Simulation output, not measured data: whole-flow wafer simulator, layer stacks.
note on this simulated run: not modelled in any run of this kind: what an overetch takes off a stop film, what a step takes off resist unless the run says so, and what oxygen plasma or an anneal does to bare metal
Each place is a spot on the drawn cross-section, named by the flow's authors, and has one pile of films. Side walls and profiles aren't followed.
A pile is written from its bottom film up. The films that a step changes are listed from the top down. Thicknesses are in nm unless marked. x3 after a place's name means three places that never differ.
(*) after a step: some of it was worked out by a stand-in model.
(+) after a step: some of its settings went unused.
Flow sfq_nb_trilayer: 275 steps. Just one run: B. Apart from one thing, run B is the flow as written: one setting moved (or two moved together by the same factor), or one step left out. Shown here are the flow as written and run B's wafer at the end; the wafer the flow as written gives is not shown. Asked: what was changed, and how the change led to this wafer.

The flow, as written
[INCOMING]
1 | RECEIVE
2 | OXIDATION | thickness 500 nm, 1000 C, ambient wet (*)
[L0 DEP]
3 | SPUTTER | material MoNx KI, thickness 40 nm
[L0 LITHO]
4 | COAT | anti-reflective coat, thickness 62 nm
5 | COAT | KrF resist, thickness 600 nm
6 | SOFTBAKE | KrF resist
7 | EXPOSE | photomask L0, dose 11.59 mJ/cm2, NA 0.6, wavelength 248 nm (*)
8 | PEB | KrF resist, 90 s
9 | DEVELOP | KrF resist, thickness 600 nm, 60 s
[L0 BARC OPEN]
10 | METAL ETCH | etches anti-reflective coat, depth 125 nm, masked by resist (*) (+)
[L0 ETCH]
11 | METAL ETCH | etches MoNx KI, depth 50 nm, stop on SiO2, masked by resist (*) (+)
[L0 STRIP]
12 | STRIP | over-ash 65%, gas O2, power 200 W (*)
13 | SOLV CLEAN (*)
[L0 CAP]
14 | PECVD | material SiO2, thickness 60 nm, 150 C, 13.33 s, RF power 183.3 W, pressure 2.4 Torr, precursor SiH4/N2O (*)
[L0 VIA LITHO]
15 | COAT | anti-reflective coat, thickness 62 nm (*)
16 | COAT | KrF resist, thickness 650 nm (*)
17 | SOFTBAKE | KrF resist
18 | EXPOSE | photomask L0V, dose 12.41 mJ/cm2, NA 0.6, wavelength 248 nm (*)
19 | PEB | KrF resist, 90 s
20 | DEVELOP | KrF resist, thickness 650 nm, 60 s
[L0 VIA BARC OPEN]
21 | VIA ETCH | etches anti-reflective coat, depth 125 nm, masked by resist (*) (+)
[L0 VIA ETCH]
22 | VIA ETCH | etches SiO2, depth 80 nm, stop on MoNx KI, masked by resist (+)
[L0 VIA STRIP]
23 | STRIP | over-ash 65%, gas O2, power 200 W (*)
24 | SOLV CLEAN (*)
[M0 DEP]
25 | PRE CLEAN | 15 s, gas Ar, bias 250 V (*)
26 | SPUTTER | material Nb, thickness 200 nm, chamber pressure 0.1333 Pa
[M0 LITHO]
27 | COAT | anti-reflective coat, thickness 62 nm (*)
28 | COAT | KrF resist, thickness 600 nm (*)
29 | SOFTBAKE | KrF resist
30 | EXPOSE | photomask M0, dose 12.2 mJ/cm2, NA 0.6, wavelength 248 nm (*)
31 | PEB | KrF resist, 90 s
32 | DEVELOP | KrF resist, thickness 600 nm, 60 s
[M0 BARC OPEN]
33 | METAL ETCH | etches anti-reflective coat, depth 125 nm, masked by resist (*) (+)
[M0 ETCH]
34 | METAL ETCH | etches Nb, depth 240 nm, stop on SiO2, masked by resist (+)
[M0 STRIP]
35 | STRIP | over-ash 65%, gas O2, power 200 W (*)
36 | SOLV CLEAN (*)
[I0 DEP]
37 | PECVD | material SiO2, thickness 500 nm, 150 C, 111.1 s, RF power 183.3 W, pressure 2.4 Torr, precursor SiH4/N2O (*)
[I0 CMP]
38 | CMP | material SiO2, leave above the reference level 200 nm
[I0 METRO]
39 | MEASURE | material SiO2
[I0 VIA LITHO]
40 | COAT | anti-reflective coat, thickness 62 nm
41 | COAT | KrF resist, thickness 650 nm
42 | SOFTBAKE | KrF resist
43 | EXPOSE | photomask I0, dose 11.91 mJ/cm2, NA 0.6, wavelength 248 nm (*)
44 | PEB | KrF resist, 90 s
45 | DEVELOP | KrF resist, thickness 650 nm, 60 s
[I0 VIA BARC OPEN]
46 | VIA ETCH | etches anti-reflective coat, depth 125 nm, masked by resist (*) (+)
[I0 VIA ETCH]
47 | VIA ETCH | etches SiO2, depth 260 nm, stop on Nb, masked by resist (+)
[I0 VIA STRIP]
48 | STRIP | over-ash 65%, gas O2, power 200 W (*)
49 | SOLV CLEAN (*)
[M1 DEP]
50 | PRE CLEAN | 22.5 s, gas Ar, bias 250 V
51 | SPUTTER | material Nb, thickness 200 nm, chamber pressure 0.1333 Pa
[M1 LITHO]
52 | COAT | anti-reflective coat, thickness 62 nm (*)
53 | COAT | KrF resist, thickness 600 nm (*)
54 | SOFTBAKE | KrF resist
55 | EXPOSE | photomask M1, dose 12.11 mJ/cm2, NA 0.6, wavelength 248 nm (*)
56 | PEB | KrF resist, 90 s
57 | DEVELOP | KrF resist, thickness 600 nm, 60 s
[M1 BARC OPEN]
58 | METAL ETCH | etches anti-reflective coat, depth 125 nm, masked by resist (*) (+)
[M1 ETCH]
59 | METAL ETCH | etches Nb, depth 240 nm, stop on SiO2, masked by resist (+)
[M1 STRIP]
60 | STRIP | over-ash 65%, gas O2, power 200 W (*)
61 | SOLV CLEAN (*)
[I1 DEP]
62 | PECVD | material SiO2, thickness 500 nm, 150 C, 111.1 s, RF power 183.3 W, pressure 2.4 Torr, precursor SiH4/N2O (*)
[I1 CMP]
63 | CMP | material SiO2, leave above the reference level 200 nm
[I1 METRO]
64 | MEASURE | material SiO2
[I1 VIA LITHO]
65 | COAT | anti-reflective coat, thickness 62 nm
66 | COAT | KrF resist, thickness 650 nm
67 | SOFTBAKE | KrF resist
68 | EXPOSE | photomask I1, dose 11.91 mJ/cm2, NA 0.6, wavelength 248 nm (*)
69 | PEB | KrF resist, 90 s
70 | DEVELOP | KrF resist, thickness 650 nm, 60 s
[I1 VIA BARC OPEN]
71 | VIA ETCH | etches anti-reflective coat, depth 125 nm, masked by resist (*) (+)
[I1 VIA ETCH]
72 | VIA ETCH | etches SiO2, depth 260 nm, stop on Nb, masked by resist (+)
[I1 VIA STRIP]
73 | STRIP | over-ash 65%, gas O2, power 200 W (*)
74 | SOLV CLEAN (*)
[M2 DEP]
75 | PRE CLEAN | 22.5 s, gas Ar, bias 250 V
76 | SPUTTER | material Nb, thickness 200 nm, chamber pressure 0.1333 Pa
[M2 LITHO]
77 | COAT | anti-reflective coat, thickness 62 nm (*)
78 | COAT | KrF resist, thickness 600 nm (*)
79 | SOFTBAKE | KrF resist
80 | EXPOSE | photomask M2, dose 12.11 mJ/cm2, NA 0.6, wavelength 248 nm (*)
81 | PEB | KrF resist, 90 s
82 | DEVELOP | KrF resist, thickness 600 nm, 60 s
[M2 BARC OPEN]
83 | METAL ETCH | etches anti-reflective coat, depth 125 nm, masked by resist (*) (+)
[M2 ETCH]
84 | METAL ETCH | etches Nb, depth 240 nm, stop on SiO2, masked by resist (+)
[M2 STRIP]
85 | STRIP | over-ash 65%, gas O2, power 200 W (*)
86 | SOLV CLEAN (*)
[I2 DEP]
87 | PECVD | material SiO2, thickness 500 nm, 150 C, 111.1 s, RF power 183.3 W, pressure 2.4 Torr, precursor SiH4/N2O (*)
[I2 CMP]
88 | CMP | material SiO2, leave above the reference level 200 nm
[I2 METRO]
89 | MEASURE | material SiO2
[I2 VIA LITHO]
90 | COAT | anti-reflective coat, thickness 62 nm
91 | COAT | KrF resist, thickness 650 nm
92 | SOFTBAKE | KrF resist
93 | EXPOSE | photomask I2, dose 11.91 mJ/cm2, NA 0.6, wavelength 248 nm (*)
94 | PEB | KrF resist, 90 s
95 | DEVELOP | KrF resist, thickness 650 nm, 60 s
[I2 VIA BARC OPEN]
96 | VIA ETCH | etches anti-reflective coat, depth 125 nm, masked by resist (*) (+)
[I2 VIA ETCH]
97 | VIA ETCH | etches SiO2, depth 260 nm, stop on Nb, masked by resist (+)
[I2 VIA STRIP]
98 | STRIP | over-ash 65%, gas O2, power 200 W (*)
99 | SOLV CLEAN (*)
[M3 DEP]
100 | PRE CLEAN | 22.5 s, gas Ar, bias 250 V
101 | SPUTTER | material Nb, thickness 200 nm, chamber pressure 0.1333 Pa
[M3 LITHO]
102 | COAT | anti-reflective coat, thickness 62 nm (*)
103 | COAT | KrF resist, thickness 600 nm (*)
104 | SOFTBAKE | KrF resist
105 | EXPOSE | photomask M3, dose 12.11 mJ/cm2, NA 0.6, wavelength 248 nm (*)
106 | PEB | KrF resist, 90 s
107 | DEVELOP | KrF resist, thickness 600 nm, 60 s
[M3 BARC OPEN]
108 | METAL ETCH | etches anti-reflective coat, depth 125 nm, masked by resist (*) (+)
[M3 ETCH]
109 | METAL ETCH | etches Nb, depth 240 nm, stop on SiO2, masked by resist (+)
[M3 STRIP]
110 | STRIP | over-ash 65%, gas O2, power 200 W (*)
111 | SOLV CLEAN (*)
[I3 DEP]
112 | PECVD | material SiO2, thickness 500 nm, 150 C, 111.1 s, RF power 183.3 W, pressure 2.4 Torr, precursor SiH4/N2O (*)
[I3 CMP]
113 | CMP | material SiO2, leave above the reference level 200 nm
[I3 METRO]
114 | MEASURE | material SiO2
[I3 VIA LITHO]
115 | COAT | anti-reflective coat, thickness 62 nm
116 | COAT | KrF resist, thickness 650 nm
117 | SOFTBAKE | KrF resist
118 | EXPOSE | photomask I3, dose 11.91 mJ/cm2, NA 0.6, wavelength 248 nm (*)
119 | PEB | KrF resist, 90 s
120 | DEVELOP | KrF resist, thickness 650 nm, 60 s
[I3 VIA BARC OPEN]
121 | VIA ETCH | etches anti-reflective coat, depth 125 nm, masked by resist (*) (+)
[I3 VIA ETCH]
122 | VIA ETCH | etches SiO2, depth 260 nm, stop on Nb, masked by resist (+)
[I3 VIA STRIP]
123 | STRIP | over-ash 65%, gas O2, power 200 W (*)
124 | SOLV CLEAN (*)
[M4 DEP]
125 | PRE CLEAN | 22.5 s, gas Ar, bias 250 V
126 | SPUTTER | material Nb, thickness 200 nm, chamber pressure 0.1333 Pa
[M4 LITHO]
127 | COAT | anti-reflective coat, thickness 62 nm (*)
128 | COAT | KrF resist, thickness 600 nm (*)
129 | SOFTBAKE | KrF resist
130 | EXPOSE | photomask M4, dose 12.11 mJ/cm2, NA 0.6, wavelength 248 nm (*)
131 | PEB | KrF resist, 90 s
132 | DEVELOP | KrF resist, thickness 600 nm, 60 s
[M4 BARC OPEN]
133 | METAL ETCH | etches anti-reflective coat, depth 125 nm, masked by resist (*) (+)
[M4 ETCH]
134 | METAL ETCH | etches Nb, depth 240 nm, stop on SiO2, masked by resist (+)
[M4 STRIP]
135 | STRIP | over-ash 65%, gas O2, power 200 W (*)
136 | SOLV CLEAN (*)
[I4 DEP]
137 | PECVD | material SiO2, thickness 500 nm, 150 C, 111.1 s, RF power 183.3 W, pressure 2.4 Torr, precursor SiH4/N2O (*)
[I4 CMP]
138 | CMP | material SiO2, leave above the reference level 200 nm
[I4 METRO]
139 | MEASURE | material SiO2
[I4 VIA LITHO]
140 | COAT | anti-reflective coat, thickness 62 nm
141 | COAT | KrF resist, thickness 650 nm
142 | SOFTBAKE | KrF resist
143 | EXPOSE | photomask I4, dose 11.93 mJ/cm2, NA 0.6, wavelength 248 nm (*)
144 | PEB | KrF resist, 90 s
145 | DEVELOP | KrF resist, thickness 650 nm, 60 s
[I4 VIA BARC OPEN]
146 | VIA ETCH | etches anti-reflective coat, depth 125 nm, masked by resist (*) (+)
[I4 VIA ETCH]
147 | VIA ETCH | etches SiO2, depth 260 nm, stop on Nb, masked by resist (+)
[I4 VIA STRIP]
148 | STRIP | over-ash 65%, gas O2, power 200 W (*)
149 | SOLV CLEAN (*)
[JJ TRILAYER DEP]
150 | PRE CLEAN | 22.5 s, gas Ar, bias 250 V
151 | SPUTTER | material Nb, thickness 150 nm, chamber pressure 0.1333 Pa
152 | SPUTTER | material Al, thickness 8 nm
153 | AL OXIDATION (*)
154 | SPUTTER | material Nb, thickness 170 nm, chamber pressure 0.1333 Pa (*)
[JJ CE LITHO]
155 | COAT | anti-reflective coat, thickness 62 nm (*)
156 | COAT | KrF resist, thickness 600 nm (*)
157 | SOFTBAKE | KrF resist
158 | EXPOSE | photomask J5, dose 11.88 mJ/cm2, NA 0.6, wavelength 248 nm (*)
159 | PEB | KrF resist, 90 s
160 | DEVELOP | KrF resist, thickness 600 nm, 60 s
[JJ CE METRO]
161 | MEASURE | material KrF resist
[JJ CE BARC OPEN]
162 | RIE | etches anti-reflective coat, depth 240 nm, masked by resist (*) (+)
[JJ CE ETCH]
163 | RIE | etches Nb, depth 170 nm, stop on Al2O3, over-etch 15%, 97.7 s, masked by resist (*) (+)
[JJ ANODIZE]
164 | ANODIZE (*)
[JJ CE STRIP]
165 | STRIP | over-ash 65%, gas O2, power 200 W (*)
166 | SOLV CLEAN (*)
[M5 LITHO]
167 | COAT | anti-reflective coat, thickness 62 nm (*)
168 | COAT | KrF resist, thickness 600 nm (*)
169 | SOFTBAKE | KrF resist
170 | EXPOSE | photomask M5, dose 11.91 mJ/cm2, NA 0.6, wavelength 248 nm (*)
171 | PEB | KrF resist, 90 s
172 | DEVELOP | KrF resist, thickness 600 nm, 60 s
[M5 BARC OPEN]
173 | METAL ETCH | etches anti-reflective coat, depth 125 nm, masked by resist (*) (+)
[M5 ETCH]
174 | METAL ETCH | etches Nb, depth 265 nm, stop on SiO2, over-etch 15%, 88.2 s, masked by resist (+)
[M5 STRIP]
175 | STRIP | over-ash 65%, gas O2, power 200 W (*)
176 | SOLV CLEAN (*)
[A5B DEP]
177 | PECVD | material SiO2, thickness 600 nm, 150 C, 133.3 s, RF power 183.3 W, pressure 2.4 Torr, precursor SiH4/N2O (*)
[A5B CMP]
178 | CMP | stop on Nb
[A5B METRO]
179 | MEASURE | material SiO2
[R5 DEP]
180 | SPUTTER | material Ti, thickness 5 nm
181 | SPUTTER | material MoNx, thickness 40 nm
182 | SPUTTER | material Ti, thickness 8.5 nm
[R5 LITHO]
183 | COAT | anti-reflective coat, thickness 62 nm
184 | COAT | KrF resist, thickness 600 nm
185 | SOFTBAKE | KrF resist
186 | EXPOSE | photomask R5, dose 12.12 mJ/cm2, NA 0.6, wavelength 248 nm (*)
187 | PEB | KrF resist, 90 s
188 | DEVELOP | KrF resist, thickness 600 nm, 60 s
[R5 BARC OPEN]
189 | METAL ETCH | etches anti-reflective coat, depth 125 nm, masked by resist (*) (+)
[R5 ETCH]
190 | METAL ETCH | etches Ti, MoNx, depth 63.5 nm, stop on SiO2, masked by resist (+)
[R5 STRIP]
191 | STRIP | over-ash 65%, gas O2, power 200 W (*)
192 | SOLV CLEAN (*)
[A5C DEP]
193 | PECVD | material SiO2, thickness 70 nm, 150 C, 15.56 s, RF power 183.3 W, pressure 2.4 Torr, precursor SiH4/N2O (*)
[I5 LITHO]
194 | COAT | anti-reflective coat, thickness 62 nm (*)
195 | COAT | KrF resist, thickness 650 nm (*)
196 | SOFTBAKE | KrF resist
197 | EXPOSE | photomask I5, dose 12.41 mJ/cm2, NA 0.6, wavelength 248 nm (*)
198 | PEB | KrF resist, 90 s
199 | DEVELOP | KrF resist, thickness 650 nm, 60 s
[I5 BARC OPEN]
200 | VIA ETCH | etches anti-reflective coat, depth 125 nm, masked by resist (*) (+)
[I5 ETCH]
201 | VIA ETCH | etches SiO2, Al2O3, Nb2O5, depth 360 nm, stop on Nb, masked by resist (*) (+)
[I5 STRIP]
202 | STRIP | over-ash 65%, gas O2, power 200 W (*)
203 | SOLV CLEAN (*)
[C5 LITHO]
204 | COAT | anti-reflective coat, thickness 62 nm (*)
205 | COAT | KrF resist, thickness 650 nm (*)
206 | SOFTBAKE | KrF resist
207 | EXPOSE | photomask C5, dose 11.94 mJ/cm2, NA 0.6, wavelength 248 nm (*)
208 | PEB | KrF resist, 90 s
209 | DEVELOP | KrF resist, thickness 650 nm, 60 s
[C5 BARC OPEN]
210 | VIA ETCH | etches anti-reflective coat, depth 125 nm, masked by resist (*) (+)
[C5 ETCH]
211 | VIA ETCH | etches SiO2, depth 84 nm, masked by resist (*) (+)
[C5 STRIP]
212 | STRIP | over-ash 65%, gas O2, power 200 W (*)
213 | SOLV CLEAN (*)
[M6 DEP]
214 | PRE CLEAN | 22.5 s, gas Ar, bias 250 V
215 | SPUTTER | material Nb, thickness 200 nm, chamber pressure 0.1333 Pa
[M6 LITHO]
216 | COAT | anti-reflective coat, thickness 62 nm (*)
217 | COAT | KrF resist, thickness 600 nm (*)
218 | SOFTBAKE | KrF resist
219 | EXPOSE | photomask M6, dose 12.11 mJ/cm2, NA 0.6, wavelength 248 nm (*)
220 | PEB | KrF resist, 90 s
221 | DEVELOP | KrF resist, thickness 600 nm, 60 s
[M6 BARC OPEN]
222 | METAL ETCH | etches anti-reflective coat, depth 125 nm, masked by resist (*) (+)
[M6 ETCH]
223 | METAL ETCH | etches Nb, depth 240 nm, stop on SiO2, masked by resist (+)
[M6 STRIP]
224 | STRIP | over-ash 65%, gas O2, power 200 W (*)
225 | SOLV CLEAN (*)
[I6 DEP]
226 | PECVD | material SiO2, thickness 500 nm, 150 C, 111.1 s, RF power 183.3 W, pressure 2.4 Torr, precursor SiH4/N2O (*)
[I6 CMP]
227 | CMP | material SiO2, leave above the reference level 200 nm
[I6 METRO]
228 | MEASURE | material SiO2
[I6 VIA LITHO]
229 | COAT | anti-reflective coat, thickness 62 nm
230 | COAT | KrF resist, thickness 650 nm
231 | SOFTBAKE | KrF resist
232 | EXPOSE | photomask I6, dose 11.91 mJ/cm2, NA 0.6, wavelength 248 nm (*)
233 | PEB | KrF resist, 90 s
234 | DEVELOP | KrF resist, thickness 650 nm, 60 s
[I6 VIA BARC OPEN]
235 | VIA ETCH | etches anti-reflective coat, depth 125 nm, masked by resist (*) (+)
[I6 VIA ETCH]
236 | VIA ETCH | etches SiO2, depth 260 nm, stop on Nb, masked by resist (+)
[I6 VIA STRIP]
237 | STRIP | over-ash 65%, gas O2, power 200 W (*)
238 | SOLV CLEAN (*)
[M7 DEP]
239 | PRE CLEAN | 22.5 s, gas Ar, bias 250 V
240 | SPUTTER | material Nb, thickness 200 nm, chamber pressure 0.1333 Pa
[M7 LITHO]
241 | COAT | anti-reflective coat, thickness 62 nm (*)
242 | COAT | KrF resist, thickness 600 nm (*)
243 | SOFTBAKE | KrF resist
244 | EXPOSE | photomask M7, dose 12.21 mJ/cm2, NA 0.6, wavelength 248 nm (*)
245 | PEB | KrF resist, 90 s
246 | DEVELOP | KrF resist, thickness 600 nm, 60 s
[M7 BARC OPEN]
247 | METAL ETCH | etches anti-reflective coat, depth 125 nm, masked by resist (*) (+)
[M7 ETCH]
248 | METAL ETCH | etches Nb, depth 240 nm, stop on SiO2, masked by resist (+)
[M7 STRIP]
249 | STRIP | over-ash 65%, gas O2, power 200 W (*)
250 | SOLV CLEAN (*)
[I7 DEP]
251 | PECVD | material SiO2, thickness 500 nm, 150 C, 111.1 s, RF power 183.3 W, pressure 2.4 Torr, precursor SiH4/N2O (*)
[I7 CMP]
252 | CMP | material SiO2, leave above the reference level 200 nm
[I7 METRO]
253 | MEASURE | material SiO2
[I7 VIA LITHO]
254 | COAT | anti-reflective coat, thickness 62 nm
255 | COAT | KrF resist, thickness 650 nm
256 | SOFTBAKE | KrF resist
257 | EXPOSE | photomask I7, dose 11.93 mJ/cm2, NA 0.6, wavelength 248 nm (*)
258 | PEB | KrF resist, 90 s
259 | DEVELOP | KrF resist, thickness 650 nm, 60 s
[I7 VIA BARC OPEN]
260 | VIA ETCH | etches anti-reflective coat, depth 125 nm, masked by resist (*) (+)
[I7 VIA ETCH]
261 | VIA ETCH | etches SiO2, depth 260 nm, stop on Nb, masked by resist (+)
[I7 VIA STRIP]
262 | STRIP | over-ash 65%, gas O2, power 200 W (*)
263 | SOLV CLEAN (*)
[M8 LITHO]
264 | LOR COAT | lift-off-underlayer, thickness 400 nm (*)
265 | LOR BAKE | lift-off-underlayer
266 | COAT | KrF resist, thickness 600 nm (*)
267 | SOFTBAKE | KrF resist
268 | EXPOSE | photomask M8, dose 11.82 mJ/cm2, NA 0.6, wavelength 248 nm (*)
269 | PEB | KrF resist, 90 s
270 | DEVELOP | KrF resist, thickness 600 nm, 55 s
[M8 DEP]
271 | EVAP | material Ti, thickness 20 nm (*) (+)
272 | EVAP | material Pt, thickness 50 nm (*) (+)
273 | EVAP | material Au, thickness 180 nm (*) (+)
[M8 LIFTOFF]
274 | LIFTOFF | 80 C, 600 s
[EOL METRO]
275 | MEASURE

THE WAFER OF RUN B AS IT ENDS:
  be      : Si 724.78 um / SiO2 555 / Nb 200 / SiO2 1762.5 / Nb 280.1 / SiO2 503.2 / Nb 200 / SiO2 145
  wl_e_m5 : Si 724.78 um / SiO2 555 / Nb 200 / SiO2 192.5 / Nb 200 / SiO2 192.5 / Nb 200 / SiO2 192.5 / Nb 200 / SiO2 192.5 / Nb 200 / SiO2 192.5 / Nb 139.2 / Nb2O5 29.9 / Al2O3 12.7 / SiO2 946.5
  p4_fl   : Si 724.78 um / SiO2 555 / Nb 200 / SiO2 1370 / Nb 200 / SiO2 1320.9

What caused this: step 252, CMP: leave above the reference level 145 nm was run, while the flow as written has leave above the reference level 200 nm.
The wafer itself shows it: be has SiO2 145, and step 252 as written asks for 200 nm.

How this came from the change, step by step:
  252 | CMP | material SiO2, leave above the reference level 200 nm
      field_l, p4_fl, p4_fm and 56 more: -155 SiO2 (in the flow as written it would be: -100 SiO2)
      v_sur, via_wl, via_w and 37 more: -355 SiO2 (in the flow as written it would be: -300 SiO2)
      (and at 7 other places as well)
  261 | VIA ETCH | etches SiO2, depth 260 nm, stop on Nb, masked by resist (+)
      field_l, v_sur, via_sp and 100 more: -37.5 KrF resist (in the flow as written it would be: -44.8 KrF resist)
      via_wl, via_w, via_wr: -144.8 SiO2 (all of it) (in the flow as written it would be: -199.8 SiO2 (all of it))
  264 | LOR COAT | lift-off-underlayer, thickness 400 nm (*)
      via_wl, via_wr: +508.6 lift-off-underlayer (new film) (in the flow as written it would be: +549.8 lift-off-underlayer (new film))
      v_sur: +377.8 lift-off-underlayer (new film) (in the flow as written it would be: +369.4 lift-off-underlayer (new film))
      (and at 1 other place as well)
  270 | DEVELOP | KrF resist, thickness 600 nm, 55 s
      v_sur: -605 KrF resist (all of it), -377.8 lift-off-underlayer (all of it) (in the flow as written it would be: -607.3 KrF resist (all of it), -369.4 lift-off-underlayer (all of it))
      via_wl: -617 KrF resist (all of it), -508.6 lift-off-underlayer (all of it) (in the flow as written it would be: -623.9 KrF resist (all of it), -549.8 lift-off-underlayer (all of it))
      (and at 2 other places as well)
